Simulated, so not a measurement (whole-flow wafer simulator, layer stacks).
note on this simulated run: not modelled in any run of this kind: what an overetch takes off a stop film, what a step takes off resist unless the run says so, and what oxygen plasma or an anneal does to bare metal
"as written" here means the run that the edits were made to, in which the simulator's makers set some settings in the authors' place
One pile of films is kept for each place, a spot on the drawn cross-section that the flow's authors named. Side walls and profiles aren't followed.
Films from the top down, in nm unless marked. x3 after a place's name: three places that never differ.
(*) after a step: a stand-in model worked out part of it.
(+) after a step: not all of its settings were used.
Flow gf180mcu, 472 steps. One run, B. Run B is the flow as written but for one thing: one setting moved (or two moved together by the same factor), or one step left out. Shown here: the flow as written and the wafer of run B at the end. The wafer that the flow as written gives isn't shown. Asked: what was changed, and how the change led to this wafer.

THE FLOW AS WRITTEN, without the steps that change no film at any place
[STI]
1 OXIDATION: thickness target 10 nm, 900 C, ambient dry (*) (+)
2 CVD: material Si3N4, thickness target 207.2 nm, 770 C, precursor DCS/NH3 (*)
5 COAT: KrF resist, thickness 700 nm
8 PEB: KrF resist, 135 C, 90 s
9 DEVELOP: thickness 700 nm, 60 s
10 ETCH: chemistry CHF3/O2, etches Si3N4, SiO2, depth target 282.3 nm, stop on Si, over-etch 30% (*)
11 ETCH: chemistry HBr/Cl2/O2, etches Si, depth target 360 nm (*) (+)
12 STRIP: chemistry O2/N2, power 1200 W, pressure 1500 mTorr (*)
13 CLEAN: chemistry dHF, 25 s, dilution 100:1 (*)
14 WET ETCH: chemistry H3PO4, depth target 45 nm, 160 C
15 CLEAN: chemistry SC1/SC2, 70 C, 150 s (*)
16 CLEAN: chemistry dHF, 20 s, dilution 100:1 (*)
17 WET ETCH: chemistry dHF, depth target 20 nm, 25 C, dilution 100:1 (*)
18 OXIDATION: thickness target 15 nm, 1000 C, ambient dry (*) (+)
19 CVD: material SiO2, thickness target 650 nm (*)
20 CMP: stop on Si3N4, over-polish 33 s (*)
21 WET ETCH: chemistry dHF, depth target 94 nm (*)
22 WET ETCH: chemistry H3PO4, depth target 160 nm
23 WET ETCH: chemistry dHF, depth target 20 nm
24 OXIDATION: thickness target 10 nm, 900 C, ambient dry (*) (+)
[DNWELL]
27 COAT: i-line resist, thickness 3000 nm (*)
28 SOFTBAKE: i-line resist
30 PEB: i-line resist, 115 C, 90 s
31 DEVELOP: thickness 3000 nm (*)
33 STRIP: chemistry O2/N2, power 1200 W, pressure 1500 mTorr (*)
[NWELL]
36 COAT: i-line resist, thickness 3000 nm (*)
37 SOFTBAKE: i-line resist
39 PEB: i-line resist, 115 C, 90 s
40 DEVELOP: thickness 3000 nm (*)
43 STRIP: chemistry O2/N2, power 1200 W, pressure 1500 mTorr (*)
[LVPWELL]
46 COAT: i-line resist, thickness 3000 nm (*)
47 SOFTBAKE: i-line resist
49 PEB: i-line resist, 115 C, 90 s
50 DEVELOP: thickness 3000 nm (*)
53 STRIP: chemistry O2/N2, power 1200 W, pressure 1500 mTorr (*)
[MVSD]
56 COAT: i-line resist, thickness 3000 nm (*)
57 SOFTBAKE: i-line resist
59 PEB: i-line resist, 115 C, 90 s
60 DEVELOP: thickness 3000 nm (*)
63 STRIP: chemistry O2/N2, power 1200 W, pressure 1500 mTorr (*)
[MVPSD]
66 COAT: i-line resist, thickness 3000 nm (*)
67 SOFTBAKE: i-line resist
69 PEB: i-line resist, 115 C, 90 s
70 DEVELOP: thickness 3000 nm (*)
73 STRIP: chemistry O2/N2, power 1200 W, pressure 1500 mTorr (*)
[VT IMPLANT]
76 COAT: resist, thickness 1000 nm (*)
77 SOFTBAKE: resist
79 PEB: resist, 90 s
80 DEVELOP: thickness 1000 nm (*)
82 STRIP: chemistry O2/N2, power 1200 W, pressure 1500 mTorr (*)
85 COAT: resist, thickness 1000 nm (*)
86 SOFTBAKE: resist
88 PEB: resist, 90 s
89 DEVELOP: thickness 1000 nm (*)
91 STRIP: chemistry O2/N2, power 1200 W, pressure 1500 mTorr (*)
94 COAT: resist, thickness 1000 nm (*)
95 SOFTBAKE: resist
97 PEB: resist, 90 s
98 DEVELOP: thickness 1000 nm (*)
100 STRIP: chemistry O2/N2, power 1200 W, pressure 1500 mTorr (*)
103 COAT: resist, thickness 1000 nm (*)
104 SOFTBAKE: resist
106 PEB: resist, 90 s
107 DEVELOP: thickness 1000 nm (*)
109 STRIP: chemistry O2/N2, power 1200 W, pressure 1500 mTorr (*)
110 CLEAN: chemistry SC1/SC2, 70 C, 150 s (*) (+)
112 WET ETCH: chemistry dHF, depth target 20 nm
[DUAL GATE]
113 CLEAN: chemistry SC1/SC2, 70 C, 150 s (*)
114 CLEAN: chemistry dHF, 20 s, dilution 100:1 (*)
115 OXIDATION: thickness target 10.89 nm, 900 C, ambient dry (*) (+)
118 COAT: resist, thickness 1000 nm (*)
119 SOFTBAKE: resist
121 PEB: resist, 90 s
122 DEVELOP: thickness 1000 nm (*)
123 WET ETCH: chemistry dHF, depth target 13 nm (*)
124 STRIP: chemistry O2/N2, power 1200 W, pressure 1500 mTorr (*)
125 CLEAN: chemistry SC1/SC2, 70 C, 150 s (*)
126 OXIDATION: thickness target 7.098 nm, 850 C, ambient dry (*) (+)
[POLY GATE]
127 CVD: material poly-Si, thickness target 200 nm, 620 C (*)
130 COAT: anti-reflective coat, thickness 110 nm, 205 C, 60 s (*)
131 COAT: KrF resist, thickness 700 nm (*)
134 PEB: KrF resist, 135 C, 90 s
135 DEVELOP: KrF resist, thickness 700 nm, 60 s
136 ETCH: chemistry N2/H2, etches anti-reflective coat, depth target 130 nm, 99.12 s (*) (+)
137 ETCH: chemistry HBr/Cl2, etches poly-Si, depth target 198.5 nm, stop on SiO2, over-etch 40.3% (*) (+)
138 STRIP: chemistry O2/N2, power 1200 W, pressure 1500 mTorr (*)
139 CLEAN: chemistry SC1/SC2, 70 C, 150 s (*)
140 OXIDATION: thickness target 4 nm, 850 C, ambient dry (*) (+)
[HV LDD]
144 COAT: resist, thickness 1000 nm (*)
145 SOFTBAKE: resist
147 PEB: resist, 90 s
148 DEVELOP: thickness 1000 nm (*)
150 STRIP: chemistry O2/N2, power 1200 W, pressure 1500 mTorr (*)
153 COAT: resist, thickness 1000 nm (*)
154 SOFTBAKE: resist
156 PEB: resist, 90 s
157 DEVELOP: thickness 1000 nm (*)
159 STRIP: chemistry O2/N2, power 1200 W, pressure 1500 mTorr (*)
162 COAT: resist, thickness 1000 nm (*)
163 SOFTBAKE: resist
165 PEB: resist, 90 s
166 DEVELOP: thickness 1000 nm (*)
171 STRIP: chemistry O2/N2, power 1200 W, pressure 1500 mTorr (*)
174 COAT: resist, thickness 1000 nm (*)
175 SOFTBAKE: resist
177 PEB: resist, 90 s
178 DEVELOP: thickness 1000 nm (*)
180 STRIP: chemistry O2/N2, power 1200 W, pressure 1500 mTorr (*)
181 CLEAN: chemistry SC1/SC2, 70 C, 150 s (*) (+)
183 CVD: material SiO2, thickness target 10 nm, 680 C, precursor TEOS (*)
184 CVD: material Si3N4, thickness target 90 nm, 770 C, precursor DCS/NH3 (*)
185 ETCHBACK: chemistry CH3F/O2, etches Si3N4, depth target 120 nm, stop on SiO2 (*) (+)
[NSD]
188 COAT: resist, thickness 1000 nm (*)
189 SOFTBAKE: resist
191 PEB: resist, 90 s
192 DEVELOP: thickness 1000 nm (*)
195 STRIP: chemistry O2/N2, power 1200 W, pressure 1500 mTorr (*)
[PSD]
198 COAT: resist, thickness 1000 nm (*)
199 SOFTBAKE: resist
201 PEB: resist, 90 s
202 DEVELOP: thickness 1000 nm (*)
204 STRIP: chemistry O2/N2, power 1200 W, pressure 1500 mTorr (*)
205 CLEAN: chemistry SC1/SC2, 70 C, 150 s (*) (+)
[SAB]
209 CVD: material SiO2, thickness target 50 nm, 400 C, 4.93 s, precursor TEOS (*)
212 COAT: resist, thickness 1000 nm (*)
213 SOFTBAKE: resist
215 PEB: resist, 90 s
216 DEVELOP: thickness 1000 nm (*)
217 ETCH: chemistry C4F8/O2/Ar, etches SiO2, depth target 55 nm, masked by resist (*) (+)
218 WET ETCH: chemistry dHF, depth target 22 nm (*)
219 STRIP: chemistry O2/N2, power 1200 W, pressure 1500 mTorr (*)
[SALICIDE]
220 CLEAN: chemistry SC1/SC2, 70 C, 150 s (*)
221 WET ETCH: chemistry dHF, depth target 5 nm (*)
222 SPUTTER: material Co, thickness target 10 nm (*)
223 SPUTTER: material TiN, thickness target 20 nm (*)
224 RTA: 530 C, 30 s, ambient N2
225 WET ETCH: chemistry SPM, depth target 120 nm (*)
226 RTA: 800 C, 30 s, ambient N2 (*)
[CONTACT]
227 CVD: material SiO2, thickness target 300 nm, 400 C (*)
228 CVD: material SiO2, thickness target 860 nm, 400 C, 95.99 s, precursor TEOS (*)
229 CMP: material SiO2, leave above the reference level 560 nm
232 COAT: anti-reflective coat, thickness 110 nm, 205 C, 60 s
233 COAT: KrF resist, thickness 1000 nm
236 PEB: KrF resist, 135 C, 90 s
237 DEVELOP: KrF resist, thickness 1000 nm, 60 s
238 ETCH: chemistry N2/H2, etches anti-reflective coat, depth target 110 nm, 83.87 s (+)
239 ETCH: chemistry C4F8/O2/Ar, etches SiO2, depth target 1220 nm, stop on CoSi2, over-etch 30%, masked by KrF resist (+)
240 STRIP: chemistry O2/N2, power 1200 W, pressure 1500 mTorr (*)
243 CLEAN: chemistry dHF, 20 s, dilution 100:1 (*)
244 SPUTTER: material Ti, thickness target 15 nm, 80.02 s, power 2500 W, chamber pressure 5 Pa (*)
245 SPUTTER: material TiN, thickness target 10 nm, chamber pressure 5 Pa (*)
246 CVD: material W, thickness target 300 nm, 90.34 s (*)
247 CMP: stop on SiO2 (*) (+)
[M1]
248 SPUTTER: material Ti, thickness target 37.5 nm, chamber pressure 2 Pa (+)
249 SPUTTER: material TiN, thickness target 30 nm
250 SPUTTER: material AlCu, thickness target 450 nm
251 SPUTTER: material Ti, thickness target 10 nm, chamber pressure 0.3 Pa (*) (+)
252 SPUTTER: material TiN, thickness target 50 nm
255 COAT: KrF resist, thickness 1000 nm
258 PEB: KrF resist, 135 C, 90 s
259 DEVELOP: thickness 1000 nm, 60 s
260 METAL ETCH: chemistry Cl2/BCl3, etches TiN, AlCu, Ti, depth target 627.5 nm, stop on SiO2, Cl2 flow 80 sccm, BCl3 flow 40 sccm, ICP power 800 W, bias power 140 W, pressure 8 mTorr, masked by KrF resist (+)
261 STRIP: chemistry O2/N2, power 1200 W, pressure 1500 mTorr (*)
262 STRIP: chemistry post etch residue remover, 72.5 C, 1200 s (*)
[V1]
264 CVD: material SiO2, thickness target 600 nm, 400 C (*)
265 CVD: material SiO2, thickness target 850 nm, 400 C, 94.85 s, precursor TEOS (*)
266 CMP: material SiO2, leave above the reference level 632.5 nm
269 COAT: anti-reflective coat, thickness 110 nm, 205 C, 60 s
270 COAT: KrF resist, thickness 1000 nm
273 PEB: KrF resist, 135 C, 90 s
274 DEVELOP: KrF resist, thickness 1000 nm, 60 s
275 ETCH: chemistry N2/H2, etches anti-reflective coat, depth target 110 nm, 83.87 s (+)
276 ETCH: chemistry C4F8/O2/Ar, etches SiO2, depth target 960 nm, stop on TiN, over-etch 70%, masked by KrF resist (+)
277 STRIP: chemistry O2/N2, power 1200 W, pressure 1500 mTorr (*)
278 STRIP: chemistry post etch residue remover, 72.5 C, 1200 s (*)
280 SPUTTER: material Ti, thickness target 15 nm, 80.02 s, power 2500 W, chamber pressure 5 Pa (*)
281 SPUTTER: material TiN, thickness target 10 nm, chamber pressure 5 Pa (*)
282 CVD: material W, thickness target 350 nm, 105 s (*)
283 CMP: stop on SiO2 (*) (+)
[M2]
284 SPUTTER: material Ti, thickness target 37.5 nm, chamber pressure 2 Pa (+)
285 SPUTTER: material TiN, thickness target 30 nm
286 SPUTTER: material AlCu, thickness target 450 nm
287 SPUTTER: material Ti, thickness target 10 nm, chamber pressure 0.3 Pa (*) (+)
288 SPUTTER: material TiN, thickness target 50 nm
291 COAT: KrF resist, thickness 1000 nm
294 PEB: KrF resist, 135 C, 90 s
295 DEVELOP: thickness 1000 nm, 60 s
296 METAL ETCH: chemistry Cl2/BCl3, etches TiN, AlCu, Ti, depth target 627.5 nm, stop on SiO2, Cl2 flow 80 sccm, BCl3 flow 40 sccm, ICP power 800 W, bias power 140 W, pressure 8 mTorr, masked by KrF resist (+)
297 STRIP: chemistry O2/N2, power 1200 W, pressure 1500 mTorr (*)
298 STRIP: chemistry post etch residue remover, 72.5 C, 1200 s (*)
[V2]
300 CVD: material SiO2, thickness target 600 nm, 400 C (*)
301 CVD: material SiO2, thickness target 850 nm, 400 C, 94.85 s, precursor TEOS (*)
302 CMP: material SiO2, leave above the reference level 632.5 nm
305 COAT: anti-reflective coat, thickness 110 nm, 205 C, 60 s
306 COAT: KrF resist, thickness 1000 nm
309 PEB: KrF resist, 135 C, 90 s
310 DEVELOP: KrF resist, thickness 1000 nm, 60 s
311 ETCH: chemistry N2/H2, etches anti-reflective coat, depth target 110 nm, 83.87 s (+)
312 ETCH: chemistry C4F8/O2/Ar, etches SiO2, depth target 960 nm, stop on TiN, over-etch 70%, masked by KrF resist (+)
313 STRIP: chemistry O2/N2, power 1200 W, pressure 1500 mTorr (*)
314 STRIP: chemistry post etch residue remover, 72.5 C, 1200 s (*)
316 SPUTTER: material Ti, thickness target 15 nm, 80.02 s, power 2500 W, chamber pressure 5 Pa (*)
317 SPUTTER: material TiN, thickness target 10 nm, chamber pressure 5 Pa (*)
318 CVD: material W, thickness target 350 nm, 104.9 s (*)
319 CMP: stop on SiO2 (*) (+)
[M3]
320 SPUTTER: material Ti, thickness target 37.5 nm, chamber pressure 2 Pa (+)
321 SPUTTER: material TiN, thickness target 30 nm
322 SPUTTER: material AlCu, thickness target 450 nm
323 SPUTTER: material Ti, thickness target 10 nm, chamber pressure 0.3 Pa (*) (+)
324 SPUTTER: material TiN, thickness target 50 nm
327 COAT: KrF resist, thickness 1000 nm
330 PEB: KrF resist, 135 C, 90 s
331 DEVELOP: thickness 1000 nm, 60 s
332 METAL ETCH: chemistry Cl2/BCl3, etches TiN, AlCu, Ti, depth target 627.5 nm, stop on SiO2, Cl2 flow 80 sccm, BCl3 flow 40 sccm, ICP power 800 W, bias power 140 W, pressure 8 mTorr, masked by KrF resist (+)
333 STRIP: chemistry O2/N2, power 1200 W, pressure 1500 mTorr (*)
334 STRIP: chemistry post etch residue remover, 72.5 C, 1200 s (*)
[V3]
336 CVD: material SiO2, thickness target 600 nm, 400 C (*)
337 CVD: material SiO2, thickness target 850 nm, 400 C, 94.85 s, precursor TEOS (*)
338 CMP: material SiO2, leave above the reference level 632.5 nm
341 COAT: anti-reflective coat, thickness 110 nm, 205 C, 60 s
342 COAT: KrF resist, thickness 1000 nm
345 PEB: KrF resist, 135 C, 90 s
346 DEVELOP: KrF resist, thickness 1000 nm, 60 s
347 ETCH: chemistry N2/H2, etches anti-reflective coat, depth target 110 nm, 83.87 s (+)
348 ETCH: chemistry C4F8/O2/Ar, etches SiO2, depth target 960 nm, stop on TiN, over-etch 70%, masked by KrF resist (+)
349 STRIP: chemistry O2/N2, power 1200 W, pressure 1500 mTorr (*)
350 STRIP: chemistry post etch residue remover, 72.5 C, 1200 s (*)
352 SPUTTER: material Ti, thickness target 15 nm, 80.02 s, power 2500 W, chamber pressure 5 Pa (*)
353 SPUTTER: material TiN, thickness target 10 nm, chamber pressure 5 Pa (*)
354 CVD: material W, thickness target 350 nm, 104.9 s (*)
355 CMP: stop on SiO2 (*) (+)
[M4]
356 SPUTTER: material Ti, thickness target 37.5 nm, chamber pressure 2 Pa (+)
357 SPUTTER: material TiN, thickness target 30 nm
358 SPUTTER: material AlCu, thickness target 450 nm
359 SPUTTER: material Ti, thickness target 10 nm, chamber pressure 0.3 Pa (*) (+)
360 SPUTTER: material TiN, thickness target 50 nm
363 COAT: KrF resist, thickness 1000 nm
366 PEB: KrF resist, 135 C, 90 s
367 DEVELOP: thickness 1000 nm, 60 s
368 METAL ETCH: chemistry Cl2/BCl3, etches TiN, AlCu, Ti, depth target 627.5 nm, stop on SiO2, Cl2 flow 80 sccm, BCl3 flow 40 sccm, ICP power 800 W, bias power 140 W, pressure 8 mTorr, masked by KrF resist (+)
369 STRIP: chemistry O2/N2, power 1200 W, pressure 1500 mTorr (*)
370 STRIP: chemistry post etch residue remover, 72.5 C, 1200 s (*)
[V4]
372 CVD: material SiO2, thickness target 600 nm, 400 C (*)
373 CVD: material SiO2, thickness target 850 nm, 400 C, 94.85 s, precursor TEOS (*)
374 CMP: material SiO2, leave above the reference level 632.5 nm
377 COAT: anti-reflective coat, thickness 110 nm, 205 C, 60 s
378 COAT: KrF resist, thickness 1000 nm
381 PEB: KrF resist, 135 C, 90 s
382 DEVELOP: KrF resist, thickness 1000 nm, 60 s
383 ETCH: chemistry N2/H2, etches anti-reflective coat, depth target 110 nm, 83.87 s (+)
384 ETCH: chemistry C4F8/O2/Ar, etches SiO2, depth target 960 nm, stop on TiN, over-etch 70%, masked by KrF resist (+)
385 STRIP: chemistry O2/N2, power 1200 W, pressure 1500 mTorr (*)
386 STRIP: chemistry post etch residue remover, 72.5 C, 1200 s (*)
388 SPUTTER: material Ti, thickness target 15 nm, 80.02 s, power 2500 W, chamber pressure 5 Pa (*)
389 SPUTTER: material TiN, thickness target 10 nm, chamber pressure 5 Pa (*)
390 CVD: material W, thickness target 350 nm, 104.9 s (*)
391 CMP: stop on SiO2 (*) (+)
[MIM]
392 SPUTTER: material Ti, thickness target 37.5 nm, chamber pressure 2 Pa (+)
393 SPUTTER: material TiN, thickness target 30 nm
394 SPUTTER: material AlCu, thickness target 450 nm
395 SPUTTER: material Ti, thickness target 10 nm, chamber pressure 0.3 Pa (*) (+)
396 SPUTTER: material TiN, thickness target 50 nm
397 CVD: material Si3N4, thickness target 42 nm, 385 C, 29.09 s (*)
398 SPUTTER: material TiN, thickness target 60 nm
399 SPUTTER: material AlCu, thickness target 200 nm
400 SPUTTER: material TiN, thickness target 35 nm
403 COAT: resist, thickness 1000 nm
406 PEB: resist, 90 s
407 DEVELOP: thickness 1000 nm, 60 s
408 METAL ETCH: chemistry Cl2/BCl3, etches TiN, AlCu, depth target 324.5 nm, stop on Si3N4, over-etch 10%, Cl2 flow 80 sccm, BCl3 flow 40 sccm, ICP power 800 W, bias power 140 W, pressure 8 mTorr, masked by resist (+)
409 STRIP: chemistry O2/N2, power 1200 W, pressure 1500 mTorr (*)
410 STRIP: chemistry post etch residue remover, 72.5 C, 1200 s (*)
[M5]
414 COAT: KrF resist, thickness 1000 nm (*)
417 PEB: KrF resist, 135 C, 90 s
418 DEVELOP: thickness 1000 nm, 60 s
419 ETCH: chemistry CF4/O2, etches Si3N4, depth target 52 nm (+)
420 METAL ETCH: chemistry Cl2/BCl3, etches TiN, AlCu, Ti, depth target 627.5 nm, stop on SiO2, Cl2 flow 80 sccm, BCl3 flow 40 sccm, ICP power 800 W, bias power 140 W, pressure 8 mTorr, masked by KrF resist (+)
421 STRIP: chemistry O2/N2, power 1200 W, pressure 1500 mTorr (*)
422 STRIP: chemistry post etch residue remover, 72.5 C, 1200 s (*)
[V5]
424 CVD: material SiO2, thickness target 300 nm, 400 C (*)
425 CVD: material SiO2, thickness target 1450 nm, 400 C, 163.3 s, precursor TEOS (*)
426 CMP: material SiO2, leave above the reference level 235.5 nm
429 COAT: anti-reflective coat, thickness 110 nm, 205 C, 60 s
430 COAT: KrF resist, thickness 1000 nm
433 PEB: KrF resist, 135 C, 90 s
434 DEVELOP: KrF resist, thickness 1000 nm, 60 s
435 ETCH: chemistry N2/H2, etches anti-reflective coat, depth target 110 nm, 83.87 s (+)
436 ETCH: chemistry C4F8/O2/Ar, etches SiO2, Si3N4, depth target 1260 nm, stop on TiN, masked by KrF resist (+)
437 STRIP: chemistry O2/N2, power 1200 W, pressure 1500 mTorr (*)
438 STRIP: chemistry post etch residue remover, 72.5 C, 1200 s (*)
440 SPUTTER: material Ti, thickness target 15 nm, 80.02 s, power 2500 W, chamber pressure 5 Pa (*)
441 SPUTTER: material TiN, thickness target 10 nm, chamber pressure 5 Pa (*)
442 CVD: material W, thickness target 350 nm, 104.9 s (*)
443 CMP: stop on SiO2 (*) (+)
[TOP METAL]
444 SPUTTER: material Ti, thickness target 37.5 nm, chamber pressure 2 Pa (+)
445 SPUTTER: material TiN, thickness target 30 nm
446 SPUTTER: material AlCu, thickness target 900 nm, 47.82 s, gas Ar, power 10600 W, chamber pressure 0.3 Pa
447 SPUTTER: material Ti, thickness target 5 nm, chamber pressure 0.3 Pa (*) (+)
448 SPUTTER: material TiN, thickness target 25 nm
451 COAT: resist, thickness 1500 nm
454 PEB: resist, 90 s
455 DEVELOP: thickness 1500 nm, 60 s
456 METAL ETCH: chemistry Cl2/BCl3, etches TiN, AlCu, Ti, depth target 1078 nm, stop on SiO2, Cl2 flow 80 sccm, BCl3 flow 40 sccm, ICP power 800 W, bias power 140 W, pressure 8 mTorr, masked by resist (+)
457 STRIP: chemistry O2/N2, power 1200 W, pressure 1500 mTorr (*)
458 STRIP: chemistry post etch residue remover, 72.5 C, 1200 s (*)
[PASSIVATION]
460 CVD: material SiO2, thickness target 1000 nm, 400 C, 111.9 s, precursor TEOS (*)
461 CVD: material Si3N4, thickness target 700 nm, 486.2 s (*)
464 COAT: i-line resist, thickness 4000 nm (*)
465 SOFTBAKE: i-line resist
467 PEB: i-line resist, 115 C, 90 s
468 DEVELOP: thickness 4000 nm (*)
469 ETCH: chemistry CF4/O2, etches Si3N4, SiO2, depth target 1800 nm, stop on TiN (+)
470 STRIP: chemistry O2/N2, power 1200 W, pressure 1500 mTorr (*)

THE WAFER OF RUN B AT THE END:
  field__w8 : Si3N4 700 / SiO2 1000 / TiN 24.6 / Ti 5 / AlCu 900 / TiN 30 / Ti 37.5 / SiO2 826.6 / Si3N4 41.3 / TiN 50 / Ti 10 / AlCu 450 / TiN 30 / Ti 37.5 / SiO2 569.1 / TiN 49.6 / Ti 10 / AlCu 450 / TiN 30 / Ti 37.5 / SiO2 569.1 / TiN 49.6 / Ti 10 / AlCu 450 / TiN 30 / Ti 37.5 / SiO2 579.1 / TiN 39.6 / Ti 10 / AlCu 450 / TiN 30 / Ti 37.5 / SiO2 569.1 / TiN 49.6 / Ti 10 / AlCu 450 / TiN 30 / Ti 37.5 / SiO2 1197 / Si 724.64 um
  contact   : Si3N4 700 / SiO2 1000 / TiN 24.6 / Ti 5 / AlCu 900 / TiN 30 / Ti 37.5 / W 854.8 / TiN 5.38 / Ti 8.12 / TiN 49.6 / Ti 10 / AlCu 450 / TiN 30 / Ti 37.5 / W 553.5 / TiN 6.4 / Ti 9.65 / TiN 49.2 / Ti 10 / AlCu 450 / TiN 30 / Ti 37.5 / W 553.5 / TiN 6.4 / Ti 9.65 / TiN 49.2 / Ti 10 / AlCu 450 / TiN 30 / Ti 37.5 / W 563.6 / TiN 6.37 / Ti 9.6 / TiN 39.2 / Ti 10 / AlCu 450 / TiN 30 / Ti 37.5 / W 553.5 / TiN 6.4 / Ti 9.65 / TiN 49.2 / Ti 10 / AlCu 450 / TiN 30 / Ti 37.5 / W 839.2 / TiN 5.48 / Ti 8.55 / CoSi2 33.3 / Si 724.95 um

The cause: step 288, SPUTTER: thickness target 40 nm was run, where the flow has thickness target 50 nm.

How the change led to this, step by step:
  288 SPUTTER: material TiN, thickness target 50 nm
      field, field__w1, field__w2 and 108 more: TiN +40 (new film) (as written it would be: TiN +50 (new film))
  296 METAL ETCH: chemistry Cl2/BCl3, etches TiN, AlCu, Ti, depth target 627.5 nm, stop on SiO2, Cl2 flow 80 sccm, BCl3 flow 40 sccm, ICP power 800 W, bias power 140 W, pressure 8 mTorr, masked by KrF resist (+)
      field, field__w1, field__w2 and 103 more: TiN -40 (all of it), Ti -10 (all of it), AlCu -450 (all of it), TiN -30 (all of it), Ti -37.5 (all of it) (as written it would be: TiN -50 (all of it), Ti -10 (all of it), AlCu -450 (all of it), TiN -30 (all of it), Ti -37.5 (all of it))
